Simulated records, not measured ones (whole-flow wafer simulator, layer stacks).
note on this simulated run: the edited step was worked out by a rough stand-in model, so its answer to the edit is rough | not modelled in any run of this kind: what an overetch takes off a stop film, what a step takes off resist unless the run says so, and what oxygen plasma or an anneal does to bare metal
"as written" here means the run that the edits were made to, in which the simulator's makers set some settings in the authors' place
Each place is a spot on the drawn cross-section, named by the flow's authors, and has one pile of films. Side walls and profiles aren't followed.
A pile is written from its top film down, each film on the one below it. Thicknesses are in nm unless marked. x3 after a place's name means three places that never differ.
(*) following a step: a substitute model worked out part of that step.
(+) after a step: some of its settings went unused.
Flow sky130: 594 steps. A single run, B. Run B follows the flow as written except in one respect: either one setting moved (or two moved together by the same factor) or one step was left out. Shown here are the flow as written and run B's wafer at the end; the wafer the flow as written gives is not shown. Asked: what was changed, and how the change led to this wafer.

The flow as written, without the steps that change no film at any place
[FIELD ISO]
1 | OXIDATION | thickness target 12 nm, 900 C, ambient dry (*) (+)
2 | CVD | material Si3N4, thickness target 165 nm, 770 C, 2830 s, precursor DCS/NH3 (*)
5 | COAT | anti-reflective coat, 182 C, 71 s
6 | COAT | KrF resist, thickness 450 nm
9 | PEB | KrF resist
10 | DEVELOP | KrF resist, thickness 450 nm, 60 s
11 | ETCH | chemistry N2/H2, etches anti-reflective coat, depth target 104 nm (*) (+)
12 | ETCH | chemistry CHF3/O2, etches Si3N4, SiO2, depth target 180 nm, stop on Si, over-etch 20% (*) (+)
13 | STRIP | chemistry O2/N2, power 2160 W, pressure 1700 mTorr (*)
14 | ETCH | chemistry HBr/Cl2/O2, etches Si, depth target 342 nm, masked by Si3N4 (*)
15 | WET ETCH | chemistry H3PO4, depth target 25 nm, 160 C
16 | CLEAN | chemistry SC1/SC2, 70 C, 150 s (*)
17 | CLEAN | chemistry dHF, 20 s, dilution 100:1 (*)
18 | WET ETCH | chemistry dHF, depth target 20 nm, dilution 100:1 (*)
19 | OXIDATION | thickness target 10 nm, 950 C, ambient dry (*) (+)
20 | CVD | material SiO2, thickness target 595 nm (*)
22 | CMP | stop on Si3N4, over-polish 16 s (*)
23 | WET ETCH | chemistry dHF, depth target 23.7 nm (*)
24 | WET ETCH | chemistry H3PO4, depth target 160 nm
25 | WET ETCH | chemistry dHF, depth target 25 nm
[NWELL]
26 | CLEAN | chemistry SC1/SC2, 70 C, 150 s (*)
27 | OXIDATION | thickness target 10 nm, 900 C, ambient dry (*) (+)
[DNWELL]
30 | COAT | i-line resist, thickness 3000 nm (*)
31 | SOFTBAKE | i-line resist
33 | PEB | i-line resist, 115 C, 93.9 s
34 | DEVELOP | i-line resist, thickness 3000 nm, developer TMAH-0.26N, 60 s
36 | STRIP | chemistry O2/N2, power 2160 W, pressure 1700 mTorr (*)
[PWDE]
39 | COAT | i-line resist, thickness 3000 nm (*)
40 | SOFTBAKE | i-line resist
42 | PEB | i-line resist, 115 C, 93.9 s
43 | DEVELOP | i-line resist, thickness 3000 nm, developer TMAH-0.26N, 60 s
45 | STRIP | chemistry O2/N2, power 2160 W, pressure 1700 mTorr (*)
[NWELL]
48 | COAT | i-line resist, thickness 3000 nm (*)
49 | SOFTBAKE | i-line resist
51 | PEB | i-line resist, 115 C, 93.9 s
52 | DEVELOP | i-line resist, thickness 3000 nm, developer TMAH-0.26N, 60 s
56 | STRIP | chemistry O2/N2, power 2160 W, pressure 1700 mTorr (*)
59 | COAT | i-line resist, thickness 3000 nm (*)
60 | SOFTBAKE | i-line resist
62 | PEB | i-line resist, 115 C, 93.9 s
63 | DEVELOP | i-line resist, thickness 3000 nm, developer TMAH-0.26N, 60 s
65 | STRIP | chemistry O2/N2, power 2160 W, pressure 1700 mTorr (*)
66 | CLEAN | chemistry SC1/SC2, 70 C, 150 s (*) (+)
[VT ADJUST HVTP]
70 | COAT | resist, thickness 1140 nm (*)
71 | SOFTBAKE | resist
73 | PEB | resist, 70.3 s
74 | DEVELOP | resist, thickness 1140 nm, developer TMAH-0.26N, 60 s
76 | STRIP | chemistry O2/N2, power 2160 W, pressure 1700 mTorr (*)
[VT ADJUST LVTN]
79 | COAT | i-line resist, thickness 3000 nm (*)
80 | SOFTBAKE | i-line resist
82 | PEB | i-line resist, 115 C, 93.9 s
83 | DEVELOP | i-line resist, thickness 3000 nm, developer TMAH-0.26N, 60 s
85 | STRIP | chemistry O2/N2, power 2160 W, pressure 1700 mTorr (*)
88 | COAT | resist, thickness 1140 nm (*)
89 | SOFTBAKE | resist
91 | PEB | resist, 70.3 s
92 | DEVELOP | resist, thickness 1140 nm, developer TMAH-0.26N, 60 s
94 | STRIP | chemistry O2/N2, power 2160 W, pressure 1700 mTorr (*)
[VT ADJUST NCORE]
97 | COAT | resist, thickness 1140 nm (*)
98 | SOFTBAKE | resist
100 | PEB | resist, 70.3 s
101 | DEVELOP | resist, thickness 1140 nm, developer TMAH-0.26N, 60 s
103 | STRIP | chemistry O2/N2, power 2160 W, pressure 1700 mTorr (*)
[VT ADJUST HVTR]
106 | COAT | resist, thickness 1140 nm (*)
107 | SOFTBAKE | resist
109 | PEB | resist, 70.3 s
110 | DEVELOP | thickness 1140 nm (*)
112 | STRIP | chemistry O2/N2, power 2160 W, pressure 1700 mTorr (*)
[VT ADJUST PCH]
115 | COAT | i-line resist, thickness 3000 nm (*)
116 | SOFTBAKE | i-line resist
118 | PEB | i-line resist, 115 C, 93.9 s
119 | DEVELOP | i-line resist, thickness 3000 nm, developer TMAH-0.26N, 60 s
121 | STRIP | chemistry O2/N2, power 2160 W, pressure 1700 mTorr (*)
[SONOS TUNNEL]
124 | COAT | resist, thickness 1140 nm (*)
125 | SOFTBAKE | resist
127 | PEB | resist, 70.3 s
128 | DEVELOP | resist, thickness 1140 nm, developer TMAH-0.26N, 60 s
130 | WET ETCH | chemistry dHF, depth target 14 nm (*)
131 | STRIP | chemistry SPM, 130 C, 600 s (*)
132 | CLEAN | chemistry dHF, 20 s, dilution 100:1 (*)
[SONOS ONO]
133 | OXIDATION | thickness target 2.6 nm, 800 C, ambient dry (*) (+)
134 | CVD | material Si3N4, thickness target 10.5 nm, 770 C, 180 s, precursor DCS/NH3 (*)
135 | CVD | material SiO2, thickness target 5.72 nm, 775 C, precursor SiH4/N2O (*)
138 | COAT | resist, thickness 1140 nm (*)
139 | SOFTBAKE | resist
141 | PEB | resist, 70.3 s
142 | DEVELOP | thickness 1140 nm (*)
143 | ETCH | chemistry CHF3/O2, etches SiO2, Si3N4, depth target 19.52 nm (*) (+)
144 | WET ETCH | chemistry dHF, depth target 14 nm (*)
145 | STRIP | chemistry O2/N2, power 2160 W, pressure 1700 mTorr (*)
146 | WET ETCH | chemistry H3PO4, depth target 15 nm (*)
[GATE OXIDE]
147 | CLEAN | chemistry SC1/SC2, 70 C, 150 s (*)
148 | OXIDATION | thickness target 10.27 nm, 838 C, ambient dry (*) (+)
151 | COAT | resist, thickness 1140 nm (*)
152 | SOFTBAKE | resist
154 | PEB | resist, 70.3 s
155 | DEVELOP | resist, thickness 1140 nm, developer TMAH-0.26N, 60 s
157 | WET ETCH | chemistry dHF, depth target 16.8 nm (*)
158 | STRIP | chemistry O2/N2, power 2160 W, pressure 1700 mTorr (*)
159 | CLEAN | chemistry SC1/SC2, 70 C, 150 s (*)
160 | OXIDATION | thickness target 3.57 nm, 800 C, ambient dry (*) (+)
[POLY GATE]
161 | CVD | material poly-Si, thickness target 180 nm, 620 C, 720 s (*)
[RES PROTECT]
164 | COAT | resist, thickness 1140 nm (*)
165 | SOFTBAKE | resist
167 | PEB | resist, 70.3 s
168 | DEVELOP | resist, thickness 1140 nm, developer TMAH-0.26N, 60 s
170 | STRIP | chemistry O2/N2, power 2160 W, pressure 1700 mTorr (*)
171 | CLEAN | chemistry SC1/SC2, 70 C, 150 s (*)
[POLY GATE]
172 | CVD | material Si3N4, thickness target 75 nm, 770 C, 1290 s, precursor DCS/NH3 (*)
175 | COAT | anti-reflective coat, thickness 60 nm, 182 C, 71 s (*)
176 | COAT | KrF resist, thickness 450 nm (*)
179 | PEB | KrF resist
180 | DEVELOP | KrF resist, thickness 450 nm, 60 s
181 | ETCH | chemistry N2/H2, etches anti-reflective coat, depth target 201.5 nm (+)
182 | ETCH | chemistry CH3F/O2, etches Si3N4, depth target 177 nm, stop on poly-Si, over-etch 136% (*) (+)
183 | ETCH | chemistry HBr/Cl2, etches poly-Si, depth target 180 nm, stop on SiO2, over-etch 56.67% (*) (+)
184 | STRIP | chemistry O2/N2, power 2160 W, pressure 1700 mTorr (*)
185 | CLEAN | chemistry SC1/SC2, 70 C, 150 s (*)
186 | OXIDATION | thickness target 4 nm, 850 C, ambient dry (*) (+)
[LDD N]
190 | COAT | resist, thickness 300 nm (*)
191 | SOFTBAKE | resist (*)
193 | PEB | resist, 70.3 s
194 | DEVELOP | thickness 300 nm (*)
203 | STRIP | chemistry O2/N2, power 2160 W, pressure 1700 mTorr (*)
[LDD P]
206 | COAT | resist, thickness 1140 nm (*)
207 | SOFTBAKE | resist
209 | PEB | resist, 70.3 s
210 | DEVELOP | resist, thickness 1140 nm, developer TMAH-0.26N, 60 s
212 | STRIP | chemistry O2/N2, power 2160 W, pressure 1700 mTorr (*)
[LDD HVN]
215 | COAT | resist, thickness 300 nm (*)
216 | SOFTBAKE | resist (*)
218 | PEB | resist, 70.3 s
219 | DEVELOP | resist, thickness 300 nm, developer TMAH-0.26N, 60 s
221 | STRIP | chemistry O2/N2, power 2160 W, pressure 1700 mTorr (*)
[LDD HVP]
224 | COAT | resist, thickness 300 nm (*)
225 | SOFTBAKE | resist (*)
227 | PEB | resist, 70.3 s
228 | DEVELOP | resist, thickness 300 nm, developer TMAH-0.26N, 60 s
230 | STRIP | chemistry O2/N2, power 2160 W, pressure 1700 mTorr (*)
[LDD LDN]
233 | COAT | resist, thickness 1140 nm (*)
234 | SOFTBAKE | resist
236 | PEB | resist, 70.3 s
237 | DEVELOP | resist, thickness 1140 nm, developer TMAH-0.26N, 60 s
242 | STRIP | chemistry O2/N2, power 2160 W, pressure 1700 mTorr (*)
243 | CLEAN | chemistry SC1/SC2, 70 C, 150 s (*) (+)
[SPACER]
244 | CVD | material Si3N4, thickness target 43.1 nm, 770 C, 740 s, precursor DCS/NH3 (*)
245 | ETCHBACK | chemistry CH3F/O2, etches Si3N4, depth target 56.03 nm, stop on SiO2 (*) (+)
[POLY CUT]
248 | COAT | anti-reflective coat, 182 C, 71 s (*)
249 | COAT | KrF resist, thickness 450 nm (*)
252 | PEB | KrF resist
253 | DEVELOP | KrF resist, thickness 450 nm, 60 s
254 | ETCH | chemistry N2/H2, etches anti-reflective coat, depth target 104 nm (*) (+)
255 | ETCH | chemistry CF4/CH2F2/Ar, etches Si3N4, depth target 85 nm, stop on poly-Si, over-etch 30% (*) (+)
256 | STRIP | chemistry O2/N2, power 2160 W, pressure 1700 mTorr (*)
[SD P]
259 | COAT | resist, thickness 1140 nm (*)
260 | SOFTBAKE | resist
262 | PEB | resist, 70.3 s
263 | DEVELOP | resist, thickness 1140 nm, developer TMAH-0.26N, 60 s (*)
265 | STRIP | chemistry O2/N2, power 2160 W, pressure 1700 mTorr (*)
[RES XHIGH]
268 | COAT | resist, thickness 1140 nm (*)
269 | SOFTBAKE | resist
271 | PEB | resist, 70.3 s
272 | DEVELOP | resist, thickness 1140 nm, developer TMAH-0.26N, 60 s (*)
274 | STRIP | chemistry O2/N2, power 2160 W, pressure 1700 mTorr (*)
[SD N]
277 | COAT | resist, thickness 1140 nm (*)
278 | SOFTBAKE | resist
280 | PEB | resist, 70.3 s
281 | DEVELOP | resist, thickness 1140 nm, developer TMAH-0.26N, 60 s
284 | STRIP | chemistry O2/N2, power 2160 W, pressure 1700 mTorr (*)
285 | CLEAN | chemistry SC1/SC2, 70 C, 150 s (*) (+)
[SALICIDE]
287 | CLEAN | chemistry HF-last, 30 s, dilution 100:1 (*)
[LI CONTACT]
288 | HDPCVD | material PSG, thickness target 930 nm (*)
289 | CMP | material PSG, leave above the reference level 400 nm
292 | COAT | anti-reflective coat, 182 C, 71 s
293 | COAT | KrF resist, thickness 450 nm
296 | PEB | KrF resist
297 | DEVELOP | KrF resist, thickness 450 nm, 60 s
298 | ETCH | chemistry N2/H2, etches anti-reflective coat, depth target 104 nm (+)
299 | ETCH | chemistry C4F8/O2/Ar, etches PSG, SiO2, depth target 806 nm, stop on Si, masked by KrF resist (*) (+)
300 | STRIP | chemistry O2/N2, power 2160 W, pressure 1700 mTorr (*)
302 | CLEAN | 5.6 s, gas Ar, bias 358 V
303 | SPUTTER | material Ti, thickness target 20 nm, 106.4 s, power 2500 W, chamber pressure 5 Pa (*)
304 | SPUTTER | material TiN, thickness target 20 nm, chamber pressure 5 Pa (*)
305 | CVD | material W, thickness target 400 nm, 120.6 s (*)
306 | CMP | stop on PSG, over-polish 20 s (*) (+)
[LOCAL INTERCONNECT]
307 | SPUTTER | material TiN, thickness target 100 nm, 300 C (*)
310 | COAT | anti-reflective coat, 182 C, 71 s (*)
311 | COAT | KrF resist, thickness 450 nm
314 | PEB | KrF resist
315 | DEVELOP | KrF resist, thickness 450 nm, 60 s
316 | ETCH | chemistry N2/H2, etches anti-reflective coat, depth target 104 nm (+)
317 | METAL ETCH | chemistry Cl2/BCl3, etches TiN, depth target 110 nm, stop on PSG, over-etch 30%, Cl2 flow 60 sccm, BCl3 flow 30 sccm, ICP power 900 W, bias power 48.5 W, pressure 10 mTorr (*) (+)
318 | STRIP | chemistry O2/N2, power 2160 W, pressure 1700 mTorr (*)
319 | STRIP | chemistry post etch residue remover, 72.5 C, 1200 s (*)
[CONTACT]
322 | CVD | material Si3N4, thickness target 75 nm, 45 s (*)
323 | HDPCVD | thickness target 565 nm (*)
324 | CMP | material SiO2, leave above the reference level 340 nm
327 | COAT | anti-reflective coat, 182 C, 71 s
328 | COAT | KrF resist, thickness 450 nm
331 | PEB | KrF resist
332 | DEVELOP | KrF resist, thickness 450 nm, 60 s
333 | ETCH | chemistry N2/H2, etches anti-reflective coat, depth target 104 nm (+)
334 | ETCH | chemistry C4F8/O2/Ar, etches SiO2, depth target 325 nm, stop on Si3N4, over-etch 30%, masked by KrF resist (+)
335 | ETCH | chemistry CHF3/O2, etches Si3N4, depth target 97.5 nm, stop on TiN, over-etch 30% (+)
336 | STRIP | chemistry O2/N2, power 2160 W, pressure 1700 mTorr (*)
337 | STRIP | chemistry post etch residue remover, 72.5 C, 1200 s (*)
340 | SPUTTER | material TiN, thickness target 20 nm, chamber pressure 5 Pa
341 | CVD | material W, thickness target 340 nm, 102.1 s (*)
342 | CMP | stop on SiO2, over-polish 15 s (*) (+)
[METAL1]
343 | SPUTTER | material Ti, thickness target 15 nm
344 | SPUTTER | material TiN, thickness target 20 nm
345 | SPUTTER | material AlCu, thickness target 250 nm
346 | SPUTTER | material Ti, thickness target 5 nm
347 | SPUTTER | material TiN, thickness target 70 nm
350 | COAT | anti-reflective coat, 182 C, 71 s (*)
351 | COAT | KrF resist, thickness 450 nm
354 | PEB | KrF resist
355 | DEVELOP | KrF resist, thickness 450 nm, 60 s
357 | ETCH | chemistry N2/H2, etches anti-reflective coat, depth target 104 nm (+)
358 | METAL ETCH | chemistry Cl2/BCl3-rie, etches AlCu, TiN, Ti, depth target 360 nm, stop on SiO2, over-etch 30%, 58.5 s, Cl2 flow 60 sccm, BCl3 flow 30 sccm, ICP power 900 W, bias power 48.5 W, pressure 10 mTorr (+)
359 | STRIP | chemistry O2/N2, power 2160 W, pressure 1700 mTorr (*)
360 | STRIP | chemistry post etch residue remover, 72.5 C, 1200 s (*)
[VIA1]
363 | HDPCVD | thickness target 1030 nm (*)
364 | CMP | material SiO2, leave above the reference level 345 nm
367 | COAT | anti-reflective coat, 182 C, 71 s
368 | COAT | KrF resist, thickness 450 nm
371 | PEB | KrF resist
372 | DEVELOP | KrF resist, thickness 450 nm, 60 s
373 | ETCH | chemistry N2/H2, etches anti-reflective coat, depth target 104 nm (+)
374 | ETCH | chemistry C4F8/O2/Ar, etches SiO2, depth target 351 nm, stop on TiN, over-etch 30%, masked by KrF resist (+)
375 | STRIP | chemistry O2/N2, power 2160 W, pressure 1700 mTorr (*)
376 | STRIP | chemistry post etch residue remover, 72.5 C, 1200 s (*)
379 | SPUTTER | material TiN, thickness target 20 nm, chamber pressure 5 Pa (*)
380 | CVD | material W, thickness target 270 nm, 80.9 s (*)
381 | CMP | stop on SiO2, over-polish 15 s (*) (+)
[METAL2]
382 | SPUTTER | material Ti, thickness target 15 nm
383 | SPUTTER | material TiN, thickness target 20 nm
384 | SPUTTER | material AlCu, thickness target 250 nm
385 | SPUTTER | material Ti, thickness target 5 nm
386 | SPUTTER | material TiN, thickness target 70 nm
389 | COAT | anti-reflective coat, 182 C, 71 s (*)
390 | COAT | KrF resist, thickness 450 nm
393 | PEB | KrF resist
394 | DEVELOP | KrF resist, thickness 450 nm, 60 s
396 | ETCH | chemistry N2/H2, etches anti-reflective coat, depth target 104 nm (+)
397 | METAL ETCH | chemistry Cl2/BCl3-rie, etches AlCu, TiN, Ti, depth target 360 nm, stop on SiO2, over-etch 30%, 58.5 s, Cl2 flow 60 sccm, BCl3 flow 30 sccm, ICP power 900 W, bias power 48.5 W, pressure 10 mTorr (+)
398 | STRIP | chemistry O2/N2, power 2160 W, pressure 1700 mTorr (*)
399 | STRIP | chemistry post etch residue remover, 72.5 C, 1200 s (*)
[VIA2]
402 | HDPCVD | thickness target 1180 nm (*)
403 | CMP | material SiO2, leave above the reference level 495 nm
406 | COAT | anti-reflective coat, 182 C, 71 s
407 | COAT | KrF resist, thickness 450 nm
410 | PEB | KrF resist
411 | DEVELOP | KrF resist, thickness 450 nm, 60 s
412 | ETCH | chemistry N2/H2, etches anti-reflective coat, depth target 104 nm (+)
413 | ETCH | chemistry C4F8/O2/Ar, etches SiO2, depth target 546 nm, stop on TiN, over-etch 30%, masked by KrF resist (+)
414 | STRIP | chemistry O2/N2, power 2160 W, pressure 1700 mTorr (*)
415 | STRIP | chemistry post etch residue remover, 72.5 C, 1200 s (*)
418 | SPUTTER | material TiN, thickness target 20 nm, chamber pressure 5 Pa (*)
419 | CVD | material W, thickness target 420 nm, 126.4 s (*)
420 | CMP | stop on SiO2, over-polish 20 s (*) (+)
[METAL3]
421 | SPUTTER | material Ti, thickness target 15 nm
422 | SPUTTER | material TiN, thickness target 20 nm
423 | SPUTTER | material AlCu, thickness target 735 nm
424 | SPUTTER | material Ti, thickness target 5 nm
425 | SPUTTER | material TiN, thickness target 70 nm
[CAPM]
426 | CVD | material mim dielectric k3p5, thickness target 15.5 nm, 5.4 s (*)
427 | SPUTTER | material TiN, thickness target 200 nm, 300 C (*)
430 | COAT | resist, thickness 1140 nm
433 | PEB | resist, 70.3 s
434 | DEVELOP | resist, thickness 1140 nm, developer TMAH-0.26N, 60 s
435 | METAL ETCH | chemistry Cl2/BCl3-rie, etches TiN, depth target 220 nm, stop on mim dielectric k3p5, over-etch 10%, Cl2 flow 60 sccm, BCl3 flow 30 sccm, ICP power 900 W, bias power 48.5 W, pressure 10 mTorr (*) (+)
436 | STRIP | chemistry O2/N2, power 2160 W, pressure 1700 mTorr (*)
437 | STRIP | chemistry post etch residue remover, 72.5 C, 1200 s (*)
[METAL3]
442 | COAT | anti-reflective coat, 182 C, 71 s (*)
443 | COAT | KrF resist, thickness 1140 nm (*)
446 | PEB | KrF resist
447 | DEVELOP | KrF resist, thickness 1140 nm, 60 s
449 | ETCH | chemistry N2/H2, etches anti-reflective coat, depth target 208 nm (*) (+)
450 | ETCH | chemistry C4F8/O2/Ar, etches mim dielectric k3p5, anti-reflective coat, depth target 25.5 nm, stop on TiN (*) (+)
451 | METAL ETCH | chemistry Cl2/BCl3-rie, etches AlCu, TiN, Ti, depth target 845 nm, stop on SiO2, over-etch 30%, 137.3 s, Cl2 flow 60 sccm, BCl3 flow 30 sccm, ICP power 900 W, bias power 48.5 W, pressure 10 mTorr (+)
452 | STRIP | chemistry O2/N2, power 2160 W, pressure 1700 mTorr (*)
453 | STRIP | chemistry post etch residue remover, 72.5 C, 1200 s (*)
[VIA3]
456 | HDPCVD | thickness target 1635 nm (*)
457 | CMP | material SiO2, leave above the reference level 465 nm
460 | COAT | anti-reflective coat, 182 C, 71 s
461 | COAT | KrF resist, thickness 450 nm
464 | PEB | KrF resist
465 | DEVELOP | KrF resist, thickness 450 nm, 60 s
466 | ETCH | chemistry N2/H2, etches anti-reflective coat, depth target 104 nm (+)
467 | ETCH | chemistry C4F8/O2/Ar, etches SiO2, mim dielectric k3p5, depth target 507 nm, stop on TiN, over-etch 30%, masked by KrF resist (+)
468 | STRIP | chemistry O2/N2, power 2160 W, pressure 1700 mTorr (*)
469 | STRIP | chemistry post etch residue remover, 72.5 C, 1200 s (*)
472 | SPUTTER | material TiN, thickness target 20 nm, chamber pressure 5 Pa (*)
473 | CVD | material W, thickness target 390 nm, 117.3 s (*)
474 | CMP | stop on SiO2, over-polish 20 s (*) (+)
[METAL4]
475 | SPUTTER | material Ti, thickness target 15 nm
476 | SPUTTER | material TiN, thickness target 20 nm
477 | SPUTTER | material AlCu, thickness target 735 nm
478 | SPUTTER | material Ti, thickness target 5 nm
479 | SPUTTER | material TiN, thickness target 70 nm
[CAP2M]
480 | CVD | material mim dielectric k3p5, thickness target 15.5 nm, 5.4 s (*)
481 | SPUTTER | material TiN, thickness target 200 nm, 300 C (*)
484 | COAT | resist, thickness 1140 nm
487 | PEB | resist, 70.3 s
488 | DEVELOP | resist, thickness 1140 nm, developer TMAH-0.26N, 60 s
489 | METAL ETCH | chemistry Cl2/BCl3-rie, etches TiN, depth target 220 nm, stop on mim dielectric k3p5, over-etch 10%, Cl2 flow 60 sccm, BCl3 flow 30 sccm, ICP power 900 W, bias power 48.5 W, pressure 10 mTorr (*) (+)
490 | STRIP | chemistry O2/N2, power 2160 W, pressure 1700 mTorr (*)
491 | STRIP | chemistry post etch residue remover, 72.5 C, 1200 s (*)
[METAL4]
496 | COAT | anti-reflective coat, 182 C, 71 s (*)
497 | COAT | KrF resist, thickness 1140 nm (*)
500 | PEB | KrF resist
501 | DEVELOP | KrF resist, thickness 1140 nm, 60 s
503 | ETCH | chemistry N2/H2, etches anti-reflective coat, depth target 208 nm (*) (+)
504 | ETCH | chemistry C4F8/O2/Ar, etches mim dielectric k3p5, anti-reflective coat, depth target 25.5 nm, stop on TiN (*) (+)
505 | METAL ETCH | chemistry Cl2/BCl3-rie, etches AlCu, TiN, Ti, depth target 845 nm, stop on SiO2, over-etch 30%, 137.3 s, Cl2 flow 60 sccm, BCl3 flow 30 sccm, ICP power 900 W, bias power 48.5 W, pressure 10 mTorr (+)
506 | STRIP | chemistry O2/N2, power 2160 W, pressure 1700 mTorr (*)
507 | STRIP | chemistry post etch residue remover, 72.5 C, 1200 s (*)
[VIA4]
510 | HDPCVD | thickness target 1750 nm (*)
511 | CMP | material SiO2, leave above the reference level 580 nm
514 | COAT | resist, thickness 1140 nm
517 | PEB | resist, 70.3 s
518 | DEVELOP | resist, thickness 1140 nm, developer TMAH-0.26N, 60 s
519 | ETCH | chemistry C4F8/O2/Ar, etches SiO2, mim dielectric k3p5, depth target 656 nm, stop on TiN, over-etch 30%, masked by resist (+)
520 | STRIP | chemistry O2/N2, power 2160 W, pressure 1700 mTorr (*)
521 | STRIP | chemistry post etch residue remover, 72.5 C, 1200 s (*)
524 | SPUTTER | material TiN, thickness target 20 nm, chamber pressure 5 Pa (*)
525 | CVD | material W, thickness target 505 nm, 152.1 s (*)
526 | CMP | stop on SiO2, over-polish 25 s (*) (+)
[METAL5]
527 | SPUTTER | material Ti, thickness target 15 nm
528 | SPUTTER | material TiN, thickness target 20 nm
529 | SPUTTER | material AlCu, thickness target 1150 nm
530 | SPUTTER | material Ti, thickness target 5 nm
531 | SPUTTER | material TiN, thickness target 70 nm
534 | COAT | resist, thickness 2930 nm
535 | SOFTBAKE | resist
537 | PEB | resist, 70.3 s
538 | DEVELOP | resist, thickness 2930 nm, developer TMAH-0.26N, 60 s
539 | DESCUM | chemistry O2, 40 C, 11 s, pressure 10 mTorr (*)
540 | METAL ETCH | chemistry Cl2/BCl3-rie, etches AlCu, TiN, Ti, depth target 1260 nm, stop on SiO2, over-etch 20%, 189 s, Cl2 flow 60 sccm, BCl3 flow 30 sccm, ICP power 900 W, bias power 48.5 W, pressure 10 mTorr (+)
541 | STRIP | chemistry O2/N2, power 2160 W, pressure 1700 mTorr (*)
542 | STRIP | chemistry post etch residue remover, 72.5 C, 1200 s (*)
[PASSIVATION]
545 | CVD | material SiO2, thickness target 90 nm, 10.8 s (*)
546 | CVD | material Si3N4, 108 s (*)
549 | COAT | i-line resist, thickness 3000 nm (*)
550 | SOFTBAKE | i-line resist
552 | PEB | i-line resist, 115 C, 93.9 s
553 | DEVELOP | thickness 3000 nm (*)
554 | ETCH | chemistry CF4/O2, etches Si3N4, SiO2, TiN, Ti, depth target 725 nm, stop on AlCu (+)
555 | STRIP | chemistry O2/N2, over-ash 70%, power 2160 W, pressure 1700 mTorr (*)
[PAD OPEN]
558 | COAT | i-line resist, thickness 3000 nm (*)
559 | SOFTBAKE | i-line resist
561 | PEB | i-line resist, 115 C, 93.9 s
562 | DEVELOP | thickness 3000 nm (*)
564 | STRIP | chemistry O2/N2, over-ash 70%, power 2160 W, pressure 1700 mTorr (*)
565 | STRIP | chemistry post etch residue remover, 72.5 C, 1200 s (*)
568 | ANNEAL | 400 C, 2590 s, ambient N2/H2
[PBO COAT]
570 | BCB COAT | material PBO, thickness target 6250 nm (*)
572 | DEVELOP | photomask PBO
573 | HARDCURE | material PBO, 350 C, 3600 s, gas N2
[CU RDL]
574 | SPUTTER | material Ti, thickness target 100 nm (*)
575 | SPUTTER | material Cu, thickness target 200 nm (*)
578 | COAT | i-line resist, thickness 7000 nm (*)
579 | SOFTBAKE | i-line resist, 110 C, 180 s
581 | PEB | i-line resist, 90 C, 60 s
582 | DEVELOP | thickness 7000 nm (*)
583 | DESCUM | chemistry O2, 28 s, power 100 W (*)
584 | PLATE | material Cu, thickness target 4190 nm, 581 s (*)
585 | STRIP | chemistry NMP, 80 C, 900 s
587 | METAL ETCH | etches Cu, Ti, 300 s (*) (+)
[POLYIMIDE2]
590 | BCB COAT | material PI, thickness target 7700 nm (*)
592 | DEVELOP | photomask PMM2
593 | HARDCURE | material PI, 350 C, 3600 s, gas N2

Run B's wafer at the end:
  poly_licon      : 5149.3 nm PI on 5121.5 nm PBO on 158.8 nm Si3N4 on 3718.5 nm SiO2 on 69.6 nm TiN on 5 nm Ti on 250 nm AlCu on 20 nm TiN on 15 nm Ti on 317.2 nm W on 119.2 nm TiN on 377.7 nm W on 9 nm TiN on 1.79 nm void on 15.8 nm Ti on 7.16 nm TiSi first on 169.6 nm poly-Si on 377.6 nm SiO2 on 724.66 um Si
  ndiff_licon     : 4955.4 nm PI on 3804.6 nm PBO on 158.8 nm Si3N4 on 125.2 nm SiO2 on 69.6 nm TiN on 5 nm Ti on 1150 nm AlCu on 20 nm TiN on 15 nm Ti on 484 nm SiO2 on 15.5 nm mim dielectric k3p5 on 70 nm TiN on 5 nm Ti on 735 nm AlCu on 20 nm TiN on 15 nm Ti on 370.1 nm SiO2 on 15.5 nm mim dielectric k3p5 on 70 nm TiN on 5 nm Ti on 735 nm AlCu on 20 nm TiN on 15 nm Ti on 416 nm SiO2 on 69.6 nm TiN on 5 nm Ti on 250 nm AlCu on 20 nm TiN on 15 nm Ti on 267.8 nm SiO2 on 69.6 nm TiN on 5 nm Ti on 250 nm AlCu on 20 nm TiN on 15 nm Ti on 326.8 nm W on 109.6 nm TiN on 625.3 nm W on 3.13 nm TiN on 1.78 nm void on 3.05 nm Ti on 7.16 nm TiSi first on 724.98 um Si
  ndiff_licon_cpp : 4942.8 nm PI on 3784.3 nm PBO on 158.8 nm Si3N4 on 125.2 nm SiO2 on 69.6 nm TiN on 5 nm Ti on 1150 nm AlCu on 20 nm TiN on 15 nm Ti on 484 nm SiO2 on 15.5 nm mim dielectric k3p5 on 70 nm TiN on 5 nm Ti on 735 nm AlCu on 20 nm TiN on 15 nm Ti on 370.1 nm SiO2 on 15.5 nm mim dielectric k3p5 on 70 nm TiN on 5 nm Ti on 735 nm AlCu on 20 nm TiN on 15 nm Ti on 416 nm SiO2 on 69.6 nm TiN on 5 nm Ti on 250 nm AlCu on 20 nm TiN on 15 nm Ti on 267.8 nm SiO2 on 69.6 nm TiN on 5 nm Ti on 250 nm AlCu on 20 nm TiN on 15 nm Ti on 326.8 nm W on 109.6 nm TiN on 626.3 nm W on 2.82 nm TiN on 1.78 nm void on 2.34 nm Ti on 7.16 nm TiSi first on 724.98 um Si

The reason: step 304, SPUTTER: thickness target 9 nm was run, though the flow has thickness target 20 nm.
The wafer lets one read it off: poly_licon has TiN 9, and step 304 as written asks for 20 nm.

The path from the change to this, step by step:
  304 | SPUTTER | material TiN, thickness target 20 nm, chamber pressure 5 Pa (*)
      field, active, n_well and 185 more: TiN gains 9 (new film) (as written it would have been: TiN gains 20 (new film))
      ndiff_licon: TiN gains 3.13 (new film) (as written it would have been: TiN gains 6.83 (new film))
      (as well as at 2 more places)
  306 | CMP | stop on PSG, over-polish 20 s (*) (+)
      field, active, n_well and 184 more: W loses 400 (all of it), TiN loses 9 (all of it), Ti loses 20 (all of it), PSG loses 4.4 (as written it would have been: W loses 400 (all of it), TiN loses 20 (all of it), Ti loses 20 (all of it), PSG loses 4.4)
      ndiff_licon, ndiff_licon_cpp, rpo_hd_licon: W loses 433.9 (as written it would have been: W loses 444.9)
      (as well as at 1 more place)
